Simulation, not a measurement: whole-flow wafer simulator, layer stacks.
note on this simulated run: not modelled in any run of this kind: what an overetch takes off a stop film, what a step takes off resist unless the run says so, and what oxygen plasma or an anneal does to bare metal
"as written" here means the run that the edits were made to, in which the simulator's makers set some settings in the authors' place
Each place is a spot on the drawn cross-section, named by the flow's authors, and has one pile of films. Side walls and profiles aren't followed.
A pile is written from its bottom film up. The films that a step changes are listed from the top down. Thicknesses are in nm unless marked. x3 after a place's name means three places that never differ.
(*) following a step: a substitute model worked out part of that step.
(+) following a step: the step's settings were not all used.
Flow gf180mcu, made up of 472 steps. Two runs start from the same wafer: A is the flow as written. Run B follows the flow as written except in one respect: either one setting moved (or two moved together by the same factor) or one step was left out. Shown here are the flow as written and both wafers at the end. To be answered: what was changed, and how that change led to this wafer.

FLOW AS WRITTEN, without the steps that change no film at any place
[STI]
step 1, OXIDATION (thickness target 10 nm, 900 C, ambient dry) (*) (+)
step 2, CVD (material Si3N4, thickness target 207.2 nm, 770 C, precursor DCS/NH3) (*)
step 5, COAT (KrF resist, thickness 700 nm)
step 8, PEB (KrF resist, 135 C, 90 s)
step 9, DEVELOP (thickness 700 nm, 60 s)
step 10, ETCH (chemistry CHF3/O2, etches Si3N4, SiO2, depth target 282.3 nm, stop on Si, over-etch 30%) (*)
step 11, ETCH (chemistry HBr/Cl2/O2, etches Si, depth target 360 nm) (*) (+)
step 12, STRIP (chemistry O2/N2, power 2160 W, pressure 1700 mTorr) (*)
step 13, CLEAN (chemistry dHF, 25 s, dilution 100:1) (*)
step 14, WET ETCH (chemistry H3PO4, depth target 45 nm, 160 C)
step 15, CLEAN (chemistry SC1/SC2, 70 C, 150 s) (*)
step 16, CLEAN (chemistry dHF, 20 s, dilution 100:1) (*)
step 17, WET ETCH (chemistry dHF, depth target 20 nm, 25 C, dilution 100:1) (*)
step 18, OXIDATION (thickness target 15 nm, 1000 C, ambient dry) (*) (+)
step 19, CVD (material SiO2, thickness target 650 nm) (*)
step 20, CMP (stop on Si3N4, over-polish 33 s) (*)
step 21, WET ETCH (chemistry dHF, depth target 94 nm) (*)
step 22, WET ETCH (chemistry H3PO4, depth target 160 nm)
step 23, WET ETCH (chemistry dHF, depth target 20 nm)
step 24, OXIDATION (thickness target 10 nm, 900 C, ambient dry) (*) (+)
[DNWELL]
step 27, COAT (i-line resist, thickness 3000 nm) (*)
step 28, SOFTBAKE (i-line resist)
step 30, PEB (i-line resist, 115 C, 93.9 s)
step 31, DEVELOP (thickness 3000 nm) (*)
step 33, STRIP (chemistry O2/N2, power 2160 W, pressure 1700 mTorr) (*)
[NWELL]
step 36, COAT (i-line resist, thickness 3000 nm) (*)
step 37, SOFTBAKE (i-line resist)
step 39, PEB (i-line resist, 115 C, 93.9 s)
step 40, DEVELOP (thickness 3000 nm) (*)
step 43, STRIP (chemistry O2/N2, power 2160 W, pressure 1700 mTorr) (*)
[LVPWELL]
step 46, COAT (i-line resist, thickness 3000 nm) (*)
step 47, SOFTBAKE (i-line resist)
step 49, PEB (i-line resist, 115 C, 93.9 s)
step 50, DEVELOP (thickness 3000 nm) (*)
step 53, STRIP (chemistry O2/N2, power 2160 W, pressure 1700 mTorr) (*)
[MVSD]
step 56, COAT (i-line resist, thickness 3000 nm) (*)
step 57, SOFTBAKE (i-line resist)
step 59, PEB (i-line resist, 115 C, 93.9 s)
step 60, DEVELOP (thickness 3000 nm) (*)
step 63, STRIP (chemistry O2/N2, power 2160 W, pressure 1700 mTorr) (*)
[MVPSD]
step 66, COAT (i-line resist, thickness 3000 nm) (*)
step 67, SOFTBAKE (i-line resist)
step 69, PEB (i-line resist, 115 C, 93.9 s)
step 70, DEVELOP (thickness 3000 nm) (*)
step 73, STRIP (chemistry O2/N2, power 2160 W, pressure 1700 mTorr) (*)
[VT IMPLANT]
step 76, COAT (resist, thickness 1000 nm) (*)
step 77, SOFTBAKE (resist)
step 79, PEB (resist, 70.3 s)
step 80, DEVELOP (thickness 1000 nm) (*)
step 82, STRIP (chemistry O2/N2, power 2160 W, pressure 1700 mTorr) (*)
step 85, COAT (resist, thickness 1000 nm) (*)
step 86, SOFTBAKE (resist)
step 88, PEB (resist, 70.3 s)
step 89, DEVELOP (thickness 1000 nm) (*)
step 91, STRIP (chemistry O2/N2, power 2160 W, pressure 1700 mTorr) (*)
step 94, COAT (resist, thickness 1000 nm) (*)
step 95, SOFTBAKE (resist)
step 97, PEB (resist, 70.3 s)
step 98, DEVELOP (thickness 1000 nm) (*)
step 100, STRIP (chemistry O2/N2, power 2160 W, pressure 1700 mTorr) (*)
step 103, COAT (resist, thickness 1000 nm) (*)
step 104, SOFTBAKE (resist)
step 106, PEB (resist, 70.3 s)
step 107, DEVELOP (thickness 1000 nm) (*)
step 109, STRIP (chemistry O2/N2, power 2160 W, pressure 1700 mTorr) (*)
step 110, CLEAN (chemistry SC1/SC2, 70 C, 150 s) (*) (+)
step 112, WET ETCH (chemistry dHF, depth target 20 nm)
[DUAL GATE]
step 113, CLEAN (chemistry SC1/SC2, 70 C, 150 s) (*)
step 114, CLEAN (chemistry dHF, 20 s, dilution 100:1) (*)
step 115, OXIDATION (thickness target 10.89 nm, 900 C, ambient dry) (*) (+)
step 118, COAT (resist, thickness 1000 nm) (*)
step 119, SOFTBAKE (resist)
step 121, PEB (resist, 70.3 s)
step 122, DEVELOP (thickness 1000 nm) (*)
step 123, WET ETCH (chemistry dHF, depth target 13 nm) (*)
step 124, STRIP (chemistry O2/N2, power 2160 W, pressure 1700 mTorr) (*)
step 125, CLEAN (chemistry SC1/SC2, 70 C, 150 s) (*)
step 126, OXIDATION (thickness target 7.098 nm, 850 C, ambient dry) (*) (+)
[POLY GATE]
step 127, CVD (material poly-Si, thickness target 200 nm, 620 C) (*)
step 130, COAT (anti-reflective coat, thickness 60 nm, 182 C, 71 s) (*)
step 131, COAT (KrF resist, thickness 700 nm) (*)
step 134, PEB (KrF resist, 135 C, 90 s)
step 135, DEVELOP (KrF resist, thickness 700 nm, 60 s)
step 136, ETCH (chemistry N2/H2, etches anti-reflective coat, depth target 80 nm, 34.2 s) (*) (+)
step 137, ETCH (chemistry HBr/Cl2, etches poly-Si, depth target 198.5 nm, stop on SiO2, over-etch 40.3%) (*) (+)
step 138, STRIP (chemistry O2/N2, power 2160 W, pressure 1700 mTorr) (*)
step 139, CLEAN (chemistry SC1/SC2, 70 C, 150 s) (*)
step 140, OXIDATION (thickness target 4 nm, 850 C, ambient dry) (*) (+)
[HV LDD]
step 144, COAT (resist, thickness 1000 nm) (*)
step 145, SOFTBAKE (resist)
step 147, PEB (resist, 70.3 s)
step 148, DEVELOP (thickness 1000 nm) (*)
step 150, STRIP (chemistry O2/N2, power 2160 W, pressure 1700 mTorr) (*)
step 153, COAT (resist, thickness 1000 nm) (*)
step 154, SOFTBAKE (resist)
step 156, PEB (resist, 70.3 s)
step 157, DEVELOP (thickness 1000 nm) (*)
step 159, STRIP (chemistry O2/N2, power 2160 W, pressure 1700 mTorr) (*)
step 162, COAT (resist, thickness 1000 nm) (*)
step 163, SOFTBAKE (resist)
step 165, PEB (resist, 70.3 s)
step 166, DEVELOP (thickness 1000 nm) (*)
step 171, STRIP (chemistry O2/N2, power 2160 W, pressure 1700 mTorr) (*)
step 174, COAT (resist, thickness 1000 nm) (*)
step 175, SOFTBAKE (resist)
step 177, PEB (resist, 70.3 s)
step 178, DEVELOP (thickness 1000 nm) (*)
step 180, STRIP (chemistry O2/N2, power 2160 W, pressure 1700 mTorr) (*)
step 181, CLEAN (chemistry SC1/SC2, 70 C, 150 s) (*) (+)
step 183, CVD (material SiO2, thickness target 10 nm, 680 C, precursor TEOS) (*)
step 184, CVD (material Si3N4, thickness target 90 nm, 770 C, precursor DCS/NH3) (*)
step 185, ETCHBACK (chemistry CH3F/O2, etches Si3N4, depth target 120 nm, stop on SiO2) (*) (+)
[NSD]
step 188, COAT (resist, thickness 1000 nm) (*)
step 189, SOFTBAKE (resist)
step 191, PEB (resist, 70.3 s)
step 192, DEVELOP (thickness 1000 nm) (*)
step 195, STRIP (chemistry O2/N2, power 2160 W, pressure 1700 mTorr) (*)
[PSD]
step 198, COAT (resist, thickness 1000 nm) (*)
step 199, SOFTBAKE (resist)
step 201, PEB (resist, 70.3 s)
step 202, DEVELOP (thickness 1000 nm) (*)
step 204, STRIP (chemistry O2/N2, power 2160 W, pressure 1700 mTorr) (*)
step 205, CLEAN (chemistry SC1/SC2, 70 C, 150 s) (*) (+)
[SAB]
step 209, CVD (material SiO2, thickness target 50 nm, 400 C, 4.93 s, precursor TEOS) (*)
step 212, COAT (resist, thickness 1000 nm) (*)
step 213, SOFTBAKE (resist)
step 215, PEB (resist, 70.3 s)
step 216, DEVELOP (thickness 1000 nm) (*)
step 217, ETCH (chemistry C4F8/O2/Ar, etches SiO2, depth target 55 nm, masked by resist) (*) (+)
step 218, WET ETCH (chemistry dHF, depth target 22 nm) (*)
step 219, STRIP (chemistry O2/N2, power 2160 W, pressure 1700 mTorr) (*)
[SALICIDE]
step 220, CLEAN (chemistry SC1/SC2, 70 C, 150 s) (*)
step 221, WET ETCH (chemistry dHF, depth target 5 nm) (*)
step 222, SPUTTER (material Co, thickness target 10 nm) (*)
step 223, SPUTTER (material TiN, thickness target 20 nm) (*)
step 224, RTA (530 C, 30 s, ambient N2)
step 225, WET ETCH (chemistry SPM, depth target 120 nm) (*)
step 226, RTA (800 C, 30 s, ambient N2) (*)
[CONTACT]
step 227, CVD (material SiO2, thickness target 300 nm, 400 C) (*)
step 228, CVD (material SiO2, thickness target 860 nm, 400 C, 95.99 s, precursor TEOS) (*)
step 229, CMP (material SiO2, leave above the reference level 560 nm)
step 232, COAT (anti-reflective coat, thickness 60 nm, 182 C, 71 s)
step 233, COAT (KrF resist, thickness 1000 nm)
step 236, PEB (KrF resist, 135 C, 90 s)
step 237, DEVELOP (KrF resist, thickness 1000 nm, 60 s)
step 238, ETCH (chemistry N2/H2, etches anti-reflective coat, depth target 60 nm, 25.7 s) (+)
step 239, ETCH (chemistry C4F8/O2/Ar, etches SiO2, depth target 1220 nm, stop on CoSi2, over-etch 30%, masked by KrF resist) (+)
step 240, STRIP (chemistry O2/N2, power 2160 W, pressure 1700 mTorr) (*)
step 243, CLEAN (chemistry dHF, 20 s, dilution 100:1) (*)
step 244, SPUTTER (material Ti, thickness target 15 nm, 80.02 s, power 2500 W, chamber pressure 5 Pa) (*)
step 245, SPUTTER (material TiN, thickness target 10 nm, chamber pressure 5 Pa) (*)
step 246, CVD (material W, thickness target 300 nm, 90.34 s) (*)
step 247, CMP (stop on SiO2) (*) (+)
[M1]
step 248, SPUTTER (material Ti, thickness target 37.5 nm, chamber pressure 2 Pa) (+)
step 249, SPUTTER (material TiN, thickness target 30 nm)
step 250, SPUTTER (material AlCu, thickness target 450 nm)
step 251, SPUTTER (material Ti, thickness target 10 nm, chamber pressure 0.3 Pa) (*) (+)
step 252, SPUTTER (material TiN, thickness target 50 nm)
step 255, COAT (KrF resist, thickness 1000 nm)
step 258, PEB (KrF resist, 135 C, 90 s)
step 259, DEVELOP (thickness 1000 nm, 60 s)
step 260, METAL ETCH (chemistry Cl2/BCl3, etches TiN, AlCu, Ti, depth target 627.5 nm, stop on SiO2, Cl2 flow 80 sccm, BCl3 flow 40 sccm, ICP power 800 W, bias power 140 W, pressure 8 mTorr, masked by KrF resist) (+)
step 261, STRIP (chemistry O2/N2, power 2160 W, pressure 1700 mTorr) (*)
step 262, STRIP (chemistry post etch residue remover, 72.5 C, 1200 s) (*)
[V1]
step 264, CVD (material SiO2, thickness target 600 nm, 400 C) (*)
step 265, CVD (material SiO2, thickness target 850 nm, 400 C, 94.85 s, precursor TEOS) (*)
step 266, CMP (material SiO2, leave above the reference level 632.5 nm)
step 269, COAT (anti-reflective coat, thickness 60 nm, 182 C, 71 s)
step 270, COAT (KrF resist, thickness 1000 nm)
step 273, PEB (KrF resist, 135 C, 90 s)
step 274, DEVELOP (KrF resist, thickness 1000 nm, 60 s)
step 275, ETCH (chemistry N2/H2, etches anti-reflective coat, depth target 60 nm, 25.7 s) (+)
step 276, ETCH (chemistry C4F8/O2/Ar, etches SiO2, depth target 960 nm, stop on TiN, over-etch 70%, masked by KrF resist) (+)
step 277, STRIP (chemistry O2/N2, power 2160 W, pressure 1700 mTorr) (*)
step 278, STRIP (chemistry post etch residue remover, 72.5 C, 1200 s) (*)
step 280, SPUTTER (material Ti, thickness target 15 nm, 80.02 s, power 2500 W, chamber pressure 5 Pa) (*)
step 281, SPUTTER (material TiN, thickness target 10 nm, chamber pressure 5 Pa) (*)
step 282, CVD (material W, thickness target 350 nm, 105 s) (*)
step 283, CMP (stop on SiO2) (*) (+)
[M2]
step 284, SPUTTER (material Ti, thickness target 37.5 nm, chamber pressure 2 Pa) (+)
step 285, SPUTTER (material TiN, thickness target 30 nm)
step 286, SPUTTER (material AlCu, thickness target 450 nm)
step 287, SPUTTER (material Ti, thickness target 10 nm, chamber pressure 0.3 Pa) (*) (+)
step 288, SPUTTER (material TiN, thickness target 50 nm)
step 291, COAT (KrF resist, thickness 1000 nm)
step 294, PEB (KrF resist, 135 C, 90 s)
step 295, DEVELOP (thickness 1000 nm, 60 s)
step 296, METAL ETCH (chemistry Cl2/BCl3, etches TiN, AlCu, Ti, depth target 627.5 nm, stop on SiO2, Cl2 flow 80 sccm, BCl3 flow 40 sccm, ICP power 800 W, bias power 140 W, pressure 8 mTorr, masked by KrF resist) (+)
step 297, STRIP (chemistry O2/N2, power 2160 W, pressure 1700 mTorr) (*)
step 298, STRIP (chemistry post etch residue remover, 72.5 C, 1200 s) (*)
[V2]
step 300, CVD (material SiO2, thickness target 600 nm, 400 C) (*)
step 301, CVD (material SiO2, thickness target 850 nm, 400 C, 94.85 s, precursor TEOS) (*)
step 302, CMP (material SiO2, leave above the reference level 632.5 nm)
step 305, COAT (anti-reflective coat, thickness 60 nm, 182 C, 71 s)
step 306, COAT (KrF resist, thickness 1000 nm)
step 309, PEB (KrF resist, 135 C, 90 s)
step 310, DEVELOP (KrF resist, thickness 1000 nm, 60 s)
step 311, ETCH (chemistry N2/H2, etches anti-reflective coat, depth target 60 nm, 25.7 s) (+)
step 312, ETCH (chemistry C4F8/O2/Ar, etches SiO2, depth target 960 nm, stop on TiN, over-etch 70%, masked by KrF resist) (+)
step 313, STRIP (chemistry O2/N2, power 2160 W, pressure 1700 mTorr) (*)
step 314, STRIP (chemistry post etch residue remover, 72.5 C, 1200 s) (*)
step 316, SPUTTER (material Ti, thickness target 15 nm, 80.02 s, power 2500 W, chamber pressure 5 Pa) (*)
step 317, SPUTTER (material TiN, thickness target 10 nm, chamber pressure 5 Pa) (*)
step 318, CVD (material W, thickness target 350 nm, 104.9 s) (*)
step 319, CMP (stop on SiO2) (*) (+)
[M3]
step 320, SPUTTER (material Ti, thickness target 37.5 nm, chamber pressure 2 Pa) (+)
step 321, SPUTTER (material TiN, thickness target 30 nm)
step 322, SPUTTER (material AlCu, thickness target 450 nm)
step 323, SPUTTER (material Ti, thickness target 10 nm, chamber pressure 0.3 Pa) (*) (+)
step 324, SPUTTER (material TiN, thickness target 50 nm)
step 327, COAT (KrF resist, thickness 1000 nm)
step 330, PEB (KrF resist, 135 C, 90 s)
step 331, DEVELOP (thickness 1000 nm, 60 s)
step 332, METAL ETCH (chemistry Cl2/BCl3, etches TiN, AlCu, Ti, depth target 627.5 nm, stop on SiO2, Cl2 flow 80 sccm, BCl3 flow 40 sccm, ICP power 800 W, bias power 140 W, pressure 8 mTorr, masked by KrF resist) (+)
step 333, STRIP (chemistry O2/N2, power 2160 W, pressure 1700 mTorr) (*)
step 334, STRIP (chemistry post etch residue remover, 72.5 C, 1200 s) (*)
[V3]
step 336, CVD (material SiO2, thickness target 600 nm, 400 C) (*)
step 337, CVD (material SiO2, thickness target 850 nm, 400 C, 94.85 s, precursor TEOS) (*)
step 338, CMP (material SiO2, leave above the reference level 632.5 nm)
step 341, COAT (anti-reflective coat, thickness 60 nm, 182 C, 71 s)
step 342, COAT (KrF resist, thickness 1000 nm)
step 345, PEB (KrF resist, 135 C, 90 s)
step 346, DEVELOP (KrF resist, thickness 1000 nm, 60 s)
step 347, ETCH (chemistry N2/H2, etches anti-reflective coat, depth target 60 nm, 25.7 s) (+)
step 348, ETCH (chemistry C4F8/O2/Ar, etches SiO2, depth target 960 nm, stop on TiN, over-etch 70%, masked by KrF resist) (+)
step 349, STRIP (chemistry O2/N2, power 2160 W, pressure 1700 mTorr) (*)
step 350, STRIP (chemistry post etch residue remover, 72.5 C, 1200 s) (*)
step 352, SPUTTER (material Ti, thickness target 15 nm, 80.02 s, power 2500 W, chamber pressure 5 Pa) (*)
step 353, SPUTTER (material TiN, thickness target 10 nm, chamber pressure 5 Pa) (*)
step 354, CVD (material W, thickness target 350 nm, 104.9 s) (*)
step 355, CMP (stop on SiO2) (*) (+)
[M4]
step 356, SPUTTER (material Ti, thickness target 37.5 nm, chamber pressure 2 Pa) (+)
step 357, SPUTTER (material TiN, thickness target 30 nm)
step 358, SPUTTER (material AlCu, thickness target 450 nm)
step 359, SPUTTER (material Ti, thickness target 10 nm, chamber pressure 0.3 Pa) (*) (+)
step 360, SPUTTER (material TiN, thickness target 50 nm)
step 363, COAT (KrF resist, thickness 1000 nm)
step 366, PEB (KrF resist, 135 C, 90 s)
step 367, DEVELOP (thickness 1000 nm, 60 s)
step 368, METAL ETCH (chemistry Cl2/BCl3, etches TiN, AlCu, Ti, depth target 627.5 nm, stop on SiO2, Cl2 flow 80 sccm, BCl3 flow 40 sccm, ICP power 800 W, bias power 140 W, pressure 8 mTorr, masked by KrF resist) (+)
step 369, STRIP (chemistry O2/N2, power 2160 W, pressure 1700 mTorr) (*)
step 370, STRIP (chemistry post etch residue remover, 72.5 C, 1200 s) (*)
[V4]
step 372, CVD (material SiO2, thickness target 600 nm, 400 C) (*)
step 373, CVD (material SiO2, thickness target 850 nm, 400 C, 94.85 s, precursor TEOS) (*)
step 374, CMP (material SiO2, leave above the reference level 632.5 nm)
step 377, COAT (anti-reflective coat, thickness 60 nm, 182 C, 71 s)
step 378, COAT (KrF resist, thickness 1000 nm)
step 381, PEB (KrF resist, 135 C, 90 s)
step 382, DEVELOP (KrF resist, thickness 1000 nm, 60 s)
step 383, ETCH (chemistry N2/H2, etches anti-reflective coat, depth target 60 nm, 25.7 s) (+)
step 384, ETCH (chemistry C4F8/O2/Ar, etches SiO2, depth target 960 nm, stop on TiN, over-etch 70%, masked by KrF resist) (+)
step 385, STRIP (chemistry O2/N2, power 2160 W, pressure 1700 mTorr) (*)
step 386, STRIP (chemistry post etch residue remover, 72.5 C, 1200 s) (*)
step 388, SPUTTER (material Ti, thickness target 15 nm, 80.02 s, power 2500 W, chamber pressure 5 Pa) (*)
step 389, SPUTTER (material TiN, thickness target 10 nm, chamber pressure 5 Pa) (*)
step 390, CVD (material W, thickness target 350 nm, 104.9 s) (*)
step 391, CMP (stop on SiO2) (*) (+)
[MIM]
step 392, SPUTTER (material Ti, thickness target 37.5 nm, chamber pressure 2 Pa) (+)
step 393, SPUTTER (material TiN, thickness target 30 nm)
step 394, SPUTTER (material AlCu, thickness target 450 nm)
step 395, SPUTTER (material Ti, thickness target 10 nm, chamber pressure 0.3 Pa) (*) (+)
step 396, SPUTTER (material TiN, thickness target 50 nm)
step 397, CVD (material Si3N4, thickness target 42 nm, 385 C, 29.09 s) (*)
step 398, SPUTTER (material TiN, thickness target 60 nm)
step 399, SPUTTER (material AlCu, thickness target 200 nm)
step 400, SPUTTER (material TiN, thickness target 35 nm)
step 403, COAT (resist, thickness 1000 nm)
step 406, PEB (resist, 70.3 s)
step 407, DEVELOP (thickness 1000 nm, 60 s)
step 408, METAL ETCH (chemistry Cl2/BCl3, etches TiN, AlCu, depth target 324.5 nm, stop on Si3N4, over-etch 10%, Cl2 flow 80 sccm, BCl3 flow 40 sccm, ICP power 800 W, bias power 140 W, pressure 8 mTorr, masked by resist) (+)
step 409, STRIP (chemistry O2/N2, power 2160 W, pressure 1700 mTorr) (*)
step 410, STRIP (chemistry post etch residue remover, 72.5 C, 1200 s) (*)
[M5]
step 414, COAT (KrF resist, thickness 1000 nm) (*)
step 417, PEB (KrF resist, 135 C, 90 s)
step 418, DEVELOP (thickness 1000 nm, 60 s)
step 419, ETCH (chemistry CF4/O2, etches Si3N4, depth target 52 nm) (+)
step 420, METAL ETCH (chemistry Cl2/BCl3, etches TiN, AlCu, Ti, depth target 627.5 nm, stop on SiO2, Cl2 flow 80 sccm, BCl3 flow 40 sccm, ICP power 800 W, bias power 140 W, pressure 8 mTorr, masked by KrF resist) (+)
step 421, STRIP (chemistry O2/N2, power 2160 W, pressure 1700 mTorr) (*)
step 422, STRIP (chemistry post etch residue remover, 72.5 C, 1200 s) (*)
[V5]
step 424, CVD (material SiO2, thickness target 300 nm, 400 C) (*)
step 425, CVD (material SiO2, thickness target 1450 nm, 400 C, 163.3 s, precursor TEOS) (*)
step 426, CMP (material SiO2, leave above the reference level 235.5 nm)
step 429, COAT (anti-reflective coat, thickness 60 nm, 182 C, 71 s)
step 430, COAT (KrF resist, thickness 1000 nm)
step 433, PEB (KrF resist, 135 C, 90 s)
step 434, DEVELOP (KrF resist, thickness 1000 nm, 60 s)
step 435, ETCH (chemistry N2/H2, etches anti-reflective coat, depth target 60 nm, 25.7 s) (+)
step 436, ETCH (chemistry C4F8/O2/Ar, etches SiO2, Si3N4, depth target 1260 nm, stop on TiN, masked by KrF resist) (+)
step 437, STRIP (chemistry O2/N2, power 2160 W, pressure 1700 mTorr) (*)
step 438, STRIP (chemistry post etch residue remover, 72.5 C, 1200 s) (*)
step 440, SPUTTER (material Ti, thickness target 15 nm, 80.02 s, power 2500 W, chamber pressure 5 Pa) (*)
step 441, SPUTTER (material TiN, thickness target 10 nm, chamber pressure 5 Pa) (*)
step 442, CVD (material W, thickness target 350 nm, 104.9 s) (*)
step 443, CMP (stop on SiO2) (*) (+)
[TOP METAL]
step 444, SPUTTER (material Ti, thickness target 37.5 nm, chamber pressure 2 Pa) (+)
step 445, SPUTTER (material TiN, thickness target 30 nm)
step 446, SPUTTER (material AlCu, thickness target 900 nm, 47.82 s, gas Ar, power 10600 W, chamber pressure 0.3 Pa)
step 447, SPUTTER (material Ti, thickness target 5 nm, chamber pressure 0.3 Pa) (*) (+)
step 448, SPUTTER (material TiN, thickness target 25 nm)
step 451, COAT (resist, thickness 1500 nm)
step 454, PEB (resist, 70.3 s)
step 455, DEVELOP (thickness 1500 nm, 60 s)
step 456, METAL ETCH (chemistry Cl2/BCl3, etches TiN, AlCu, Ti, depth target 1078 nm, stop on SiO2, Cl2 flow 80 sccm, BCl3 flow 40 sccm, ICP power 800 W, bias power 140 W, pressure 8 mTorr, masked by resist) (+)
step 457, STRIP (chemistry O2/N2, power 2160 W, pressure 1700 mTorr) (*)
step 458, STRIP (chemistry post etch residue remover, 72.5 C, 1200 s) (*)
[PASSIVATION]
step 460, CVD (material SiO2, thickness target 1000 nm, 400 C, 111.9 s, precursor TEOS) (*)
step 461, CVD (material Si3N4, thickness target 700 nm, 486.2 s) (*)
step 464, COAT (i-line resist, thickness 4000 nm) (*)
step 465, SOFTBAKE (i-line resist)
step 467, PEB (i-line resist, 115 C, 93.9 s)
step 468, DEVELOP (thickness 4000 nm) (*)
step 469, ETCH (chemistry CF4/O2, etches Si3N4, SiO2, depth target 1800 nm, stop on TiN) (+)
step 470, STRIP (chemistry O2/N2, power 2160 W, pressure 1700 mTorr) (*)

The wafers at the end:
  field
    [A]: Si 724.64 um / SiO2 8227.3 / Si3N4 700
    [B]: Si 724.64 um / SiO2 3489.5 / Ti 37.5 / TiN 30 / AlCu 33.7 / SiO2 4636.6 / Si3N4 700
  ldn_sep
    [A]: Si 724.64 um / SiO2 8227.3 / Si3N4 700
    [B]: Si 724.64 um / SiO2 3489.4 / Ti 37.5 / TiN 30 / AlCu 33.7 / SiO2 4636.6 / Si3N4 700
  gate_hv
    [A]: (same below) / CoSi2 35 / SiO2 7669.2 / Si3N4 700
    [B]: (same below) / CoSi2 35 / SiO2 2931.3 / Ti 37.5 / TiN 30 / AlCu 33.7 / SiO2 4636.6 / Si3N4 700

The reason: step 332, METAL ETCH: depth target 470.6 nm was run, whereas the flow has depth target 627.5 nm.

How this came from the change, step by step:
  step 332, METAL ETCH (chemistry Cl2/BCl3, etches TiN, AlCu, Ti, depth target 627.5 nm, stop on SiO2, Cl2 flow 80 sccm, BCl3 flow 40 sccm, ICP power 800 W, bias power 140 W, pressure 8 mTorr, masked by KrF resist) (+)
      field, field__w1, field__w2 and 103 more: A TiN loses 50 (all of it), Ti loses 10 (all of it), AlCu loses 450 (all of it), TiN loses 30 (all of it), Ti loses 37.5 (all of it) | B TiN loses 50 (all of it), Ti loses 10 (all of it), AlCu loses 410.6
      field__w8, contact, m1, m1__w1, m1_nw: A KrF resist loses 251 | B KrF resist loses 188.2
  step 333, STRIP (chemistry O2/N2, power 2160 W, pressure 1700 mTorr) (*)
      field__w8, contact, m1, m1__w1, m1_nw: A KrF resist loses 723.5 (all of it) | B KrF resist loses 786.3 (all of it)
  step 334, STRIP (chemistry post etch residue remover, 72.5 C, 1200 s) (*)
      field, field__w1, field__w2 and 103 more: A nothing | B AlCu loses 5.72
  step 336, CVD (material SiO2, thickness target 600 nm, 400 C) (*)
      field, field__w1, field__w2 and 103 more: A SiO2 gains 600 | B SiO2 gains 600 (new film)
  step 338, CMP (material SiO2, leave above the reference level 632.5 nm)
      field, field__w1, field__w2 and 103 more: A SiO2 loses 300 | B SiO2 loses 401.2
If metal films that touch count as one body, field has 1 body; the flow as written gives 0 bodies.
If metal films that touch count as one body, ldn_sep has 1 body; the flow as written gives 0 bodies.
If metal films that touch count as one body, gate_hv has 2 bodies (between them, from the top down: SiO2 2931.3); the flow as written gives 1 body.
